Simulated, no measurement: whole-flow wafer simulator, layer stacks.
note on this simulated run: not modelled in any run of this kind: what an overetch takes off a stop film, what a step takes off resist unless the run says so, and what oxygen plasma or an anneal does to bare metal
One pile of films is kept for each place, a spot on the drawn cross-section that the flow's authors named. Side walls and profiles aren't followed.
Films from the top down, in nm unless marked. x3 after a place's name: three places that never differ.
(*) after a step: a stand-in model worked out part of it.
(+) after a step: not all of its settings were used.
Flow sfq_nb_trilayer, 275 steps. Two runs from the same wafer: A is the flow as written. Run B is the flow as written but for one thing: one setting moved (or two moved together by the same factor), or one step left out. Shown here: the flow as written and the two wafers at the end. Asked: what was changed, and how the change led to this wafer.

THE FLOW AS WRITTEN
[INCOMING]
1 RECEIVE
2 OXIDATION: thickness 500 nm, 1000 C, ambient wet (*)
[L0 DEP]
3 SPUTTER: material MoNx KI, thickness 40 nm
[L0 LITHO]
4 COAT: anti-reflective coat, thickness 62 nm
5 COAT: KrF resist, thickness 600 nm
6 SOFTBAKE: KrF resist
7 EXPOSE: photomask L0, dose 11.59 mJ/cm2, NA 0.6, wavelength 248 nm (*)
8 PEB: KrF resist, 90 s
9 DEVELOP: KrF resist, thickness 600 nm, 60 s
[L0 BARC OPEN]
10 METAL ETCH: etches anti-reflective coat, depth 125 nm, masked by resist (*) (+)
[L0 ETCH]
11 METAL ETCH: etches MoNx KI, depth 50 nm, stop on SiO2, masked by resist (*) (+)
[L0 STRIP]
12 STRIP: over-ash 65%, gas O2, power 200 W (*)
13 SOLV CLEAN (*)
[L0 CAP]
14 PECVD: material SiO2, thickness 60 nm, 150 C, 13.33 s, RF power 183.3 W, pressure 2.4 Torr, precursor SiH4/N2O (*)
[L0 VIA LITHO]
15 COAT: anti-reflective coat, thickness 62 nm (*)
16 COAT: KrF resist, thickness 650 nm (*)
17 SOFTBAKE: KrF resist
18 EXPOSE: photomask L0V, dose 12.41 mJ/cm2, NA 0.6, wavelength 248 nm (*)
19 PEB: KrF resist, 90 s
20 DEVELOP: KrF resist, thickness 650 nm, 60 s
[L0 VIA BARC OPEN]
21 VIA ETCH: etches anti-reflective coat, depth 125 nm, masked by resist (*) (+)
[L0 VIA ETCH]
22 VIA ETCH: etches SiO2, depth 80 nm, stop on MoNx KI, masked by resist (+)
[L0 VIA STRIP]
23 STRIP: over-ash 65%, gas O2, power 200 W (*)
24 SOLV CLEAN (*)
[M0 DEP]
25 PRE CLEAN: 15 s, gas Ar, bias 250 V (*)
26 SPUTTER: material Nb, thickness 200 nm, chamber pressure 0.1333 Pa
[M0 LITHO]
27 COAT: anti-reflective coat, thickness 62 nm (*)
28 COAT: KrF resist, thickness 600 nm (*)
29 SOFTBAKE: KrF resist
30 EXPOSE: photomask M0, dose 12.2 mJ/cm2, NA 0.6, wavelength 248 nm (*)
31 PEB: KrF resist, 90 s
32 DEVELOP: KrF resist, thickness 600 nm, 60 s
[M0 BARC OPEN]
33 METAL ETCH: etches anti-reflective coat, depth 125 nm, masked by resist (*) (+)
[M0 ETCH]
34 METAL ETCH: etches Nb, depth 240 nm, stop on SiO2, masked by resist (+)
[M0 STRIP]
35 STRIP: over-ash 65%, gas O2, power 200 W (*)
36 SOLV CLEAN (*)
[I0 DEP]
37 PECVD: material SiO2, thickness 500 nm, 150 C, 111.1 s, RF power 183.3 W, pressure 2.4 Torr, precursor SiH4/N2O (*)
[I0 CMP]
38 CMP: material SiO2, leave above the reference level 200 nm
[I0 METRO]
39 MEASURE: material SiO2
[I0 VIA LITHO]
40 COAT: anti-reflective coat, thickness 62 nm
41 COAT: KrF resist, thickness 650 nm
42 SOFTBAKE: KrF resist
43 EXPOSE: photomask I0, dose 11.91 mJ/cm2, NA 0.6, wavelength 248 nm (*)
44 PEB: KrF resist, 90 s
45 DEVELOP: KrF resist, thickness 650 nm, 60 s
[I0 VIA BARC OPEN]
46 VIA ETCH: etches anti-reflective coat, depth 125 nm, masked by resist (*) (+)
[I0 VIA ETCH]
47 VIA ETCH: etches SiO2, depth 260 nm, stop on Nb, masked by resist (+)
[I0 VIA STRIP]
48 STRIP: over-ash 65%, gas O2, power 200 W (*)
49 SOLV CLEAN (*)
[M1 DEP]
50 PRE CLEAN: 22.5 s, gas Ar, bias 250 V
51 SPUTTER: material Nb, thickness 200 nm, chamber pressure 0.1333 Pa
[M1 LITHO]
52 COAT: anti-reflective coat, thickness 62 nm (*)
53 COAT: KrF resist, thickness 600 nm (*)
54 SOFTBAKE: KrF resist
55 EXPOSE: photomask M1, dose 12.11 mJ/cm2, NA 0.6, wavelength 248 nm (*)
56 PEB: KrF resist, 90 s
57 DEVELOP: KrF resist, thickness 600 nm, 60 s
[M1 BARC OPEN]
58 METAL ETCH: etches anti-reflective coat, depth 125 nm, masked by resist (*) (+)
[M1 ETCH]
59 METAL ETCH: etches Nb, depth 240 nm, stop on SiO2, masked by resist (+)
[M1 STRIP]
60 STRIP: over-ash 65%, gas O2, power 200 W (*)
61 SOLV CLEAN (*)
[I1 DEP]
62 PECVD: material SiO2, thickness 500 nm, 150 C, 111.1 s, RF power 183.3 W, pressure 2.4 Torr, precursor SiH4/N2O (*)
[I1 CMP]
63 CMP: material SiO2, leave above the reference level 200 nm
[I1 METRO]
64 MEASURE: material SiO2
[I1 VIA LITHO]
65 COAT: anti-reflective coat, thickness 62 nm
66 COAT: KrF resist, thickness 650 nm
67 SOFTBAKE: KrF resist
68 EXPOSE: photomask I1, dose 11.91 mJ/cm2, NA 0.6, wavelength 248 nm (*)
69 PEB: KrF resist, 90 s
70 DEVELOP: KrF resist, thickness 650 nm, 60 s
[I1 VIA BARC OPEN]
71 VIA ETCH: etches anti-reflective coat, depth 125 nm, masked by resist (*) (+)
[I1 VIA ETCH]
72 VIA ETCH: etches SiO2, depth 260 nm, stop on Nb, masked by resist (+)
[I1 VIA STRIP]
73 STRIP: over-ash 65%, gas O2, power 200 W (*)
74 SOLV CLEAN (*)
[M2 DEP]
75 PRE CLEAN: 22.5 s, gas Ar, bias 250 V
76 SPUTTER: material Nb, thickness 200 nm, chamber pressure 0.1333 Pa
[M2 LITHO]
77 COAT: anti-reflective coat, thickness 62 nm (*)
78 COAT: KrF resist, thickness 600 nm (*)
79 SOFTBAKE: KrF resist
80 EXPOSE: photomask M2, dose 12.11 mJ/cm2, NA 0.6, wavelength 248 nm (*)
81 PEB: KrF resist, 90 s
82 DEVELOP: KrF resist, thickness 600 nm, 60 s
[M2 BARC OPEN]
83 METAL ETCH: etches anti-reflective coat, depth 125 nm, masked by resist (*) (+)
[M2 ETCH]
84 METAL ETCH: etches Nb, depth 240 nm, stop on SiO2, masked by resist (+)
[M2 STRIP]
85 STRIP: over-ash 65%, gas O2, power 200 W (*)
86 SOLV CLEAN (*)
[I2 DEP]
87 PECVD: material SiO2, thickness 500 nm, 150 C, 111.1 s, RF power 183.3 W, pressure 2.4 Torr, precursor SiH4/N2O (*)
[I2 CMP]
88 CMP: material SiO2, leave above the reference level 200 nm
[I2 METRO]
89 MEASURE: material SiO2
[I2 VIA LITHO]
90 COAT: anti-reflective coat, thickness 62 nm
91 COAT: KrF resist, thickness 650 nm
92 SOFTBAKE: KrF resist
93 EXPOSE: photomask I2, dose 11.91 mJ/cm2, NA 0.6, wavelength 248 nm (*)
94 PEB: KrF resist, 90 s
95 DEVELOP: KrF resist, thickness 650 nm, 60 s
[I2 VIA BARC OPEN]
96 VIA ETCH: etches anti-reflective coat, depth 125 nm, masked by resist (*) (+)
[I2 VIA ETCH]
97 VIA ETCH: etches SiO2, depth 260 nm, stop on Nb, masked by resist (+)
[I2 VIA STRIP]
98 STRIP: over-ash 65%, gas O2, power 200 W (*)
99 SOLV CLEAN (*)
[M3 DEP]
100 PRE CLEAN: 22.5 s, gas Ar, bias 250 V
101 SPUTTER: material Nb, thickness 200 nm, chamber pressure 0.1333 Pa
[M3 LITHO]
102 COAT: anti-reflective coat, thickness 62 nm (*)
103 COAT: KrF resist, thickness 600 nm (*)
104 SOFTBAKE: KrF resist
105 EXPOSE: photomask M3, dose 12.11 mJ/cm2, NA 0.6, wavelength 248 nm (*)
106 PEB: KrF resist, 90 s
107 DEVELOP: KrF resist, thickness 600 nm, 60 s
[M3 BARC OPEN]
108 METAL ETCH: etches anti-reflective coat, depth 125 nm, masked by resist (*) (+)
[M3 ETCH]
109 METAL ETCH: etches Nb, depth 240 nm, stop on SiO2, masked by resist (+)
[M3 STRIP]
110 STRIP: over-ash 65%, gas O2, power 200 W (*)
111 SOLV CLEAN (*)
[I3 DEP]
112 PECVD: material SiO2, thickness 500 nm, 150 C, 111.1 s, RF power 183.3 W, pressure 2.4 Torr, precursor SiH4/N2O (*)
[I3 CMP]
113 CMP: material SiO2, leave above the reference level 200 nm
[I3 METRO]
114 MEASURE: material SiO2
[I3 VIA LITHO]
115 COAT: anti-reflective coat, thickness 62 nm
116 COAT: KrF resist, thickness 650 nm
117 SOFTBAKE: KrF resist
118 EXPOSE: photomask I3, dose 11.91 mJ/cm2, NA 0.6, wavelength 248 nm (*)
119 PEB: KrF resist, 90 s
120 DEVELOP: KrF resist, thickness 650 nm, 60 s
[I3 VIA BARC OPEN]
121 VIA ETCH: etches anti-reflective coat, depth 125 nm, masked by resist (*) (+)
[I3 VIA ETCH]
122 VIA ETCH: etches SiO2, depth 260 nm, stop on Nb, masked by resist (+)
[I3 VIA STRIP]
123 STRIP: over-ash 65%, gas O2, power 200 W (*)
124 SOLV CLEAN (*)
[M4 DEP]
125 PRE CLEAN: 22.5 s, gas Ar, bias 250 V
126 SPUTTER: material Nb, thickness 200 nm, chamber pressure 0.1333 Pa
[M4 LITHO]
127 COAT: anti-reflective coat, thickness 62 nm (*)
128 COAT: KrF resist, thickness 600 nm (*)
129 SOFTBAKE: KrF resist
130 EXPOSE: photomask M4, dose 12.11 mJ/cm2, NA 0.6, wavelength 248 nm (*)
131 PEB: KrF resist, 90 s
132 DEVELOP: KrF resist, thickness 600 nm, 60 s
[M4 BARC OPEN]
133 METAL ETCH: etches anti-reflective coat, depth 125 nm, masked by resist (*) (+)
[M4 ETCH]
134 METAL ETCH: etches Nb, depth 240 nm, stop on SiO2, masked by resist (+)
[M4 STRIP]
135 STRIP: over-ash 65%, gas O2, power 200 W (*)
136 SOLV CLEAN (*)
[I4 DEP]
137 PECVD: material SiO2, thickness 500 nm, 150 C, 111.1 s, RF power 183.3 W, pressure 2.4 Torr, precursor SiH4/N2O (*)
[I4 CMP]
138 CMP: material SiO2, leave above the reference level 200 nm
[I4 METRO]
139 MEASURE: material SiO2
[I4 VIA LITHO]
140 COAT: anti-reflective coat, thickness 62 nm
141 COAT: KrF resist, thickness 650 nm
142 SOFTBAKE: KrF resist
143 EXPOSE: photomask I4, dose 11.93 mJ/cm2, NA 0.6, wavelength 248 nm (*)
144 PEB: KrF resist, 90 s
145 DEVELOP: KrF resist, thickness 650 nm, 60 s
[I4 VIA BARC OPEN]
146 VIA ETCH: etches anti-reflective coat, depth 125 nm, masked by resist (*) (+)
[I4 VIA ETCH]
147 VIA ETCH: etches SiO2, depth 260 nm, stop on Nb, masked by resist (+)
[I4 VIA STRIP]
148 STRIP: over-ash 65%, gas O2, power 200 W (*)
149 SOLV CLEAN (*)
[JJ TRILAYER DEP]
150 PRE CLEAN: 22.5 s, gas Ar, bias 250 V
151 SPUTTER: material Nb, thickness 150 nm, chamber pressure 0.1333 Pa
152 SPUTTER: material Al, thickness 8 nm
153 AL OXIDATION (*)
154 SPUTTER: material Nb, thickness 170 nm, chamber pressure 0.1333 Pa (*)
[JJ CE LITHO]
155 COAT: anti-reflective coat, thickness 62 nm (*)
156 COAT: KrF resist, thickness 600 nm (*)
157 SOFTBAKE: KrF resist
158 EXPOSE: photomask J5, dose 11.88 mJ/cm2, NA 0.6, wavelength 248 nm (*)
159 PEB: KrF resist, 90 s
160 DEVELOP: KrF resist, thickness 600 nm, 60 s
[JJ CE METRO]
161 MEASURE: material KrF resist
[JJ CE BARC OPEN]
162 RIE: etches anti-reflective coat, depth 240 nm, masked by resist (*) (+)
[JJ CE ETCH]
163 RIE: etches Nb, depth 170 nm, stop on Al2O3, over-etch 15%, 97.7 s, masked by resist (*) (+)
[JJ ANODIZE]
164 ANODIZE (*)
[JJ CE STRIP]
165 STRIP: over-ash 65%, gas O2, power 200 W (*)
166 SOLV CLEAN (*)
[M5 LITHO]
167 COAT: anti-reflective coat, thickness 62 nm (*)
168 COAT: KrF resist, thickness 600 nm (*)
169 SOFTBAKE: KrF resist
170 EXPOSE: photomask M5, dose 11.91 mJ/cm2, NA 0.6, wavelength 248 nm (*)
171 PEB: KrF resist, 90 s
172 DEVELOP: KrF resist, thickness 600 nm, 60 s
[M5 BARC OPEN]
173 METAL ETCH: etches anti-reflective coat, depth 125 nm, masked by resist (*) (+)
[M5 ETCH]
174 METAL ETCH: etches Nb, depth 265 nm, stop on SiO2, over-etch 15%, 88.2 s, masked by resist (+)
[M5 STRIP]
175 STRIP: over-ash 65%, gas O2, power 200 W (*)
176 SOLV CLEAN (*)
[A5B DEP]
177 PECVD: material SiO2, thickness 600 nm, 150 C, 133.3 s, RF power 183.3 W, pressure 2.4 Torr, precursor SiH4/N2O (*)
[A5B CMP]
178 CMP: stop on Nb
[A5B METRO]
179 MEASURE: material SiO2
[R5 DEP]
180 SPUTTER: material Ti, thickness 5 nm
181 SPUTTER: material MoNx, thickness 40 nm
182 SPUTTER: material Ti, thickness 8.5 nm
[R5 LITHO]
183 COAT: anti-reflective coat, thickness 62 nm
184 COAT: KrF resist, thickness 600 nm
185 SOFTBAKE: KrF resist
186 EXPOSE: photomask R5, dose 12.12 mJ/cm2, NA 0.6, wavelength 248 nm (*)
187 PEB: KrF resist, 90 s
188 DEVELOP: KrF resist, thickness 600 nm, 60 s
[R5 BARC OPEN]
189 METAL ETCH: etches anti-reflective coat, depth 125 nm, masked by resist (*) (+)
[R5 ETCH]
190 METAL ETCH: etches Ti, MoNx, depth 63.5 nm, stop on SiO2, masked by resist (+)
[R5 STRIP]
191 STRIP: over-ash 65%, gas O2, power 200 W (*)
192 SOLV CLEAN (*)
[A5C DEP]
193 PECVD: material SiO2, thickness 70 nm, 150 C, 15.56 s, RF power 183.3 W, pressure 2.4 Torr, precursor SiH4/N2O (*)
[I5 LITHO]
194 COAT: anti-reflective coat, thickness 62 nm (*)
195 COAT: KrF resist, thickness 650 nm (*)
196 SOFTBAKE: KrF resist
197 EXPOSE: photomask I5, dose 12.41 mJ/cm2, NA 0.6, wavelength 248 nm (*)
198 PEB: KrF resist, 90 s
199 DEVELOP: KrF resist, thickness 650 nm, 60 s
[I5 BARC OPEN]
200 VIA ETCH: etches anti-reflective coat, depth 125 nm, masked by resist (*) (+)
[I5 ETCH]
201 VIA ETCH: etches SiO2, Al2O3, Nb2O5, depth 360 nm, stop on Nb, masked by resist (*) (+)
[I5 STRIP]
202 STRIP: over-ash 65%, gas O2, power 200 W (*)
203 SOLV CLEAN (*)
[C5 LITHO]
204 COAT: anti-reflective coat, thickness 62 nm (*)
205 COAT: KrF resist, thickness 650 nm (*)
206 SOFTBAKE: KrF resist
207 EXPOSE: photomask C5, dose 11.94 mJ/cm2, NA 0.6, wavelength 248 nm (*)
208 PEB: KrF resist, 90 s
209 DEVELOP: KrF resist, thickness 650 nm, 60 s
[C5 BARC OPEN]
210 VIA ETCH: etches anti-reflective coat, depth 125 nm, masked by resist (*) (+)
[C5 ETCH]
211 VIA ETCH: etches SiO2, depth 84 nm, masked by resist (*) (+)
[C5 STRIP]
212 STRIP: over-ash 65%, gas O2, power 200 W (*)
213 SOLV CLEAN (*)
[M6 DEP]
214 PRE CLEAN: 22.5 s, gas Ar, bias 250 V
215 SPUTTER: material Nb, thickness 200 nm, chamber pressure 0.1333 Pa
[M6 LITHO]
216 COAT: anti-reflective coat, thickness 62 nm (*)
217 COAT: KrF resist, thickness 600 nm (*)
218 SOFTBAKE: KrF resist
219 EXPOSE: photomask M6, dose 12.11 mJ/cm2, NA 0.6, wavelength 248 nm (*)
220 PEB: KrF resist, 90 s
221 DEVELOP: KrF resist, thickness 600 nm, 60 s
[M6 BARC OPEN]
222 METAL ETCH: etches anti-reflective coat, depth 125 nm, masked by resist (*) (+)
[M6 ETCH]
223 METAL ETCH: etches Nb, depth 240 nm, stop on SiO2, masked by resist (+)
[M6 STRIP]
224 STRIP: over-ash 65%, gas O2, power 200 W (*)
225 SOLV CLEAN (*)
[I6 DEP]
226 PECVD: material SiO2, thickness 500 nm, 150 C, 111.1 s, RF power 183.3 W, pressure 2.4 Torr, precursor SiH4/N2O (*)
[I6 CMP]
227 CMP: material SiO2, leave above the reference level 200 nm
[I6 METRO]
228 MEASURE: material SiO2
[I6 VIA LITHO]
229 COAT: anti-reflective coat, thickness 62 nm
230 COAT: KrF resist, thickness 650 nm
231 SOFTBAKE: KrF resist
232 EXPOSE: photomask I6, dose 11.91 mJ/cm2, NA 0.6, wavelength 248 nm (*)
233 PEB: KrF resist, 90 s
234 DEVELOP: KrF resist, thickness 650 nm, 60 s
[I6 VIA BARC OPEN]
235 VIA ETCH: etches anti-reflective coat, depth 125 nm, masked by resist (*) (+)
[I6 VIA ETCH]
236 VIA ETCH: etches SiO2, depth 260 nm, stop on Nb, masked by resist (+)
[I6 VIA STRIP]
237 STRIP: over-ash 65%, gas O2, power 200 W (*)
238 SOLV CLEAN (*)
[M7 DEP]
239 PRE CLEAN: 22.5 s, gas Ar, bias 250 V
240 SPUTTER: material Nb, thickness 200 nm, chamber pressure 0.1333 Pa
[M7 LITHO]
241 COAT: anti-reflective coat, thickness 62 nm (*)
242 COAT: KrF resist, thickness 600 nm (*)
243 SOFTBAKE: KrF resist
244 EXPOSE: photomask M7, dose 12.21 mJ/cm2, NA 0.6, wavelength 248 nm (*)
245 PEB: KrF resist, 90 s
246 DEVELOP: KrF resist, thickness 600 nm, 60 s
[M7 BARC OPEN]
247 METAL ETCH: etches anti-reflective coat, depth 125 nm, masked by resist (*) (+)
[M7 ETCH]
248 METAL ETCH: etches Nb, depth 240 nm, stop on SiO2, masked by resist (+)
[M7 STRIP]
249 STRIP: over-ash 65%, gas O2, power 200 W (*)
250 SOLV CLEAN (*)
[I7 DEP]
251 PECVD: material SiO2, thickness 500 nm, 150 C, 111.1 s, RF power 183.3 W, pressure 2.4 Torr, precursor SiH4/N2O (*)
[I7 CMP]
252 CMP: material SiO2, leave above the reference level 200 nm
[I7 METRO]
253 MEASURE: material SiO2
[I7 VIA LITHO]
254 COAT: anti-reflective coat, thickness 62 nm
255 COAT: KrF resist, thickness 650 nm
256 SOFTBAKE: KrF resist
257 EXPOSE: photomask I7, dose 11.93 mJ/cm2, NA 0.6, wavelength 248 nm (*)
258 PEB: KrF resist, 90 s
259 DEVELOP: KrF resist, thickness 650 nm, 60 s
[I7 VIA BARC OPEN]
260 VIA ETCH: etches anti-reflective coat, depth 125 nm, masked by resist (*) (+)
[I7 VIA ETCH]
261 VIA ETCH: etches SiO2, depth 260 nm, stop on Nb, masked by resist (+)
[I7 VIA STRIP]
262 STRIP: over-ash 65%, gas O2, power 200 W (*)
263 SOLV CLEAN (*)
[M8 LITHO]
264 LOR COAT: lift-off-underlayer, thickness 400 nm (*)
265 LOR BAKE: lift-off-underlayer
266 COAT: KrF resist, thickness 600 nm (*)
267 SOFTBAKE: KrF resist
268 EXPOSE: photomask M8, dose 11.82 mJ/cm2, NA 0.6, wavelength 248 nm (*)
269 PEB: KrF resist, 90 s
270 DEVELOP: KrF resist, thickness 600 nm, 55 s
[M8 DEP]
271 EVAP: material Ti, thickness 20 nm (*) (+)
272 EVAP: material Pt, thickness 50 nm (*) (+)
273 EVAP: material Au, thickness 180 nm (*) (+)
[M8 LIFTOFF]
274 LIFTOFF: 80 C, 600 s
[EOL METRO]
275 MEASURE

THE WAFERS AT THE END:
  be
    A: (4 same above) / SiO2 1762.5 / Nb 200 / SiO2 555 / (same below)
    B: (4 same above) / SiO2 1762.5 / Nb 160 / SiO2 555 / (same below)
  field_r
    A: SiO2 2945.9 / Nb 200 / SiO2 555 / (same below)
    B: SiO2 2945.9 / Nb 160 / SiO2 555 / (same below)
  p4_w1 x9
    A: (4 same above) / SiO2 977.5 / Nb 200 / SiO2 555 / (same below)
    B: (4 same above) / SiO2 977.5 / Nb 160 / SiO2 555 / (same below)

The cause: step 26, SPUTTER: thickness 160 nm was run, where the flow has thickness 200 nm.
It can be read off the wafer: be has Nb 160, and step 26 as written asks for 200 nm.

How the change led to this, step by step:
  26 SPUTTER: material Nb, thickness 200 nm, chamber pressure 0.1333 Pa
      field_l, v_sur, via_wl and 102 more: A Nb +200 (new film) | B Nb +160 (new film)
      l0v: A Nb +195.7 (new film) | B Nb +155.8 (new film)
  34 METAL ETCH: etches Nb, depth 240 nm, stop on SiO2, masked by resist (+)
      moat, m0r_space_l x2: A Nb -200 (all of it) | B Nb -160 (all of it)
  37 PECVD: material SiO2, thickness 500 nm, 150 C, 111.1 s, RF power 183.3 W, pressure 2.4 Torr, precursor SiH4/N2O (*)
      moat, m0r_space_l x2: A SiO2 +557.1 | B SiO2 +517.1
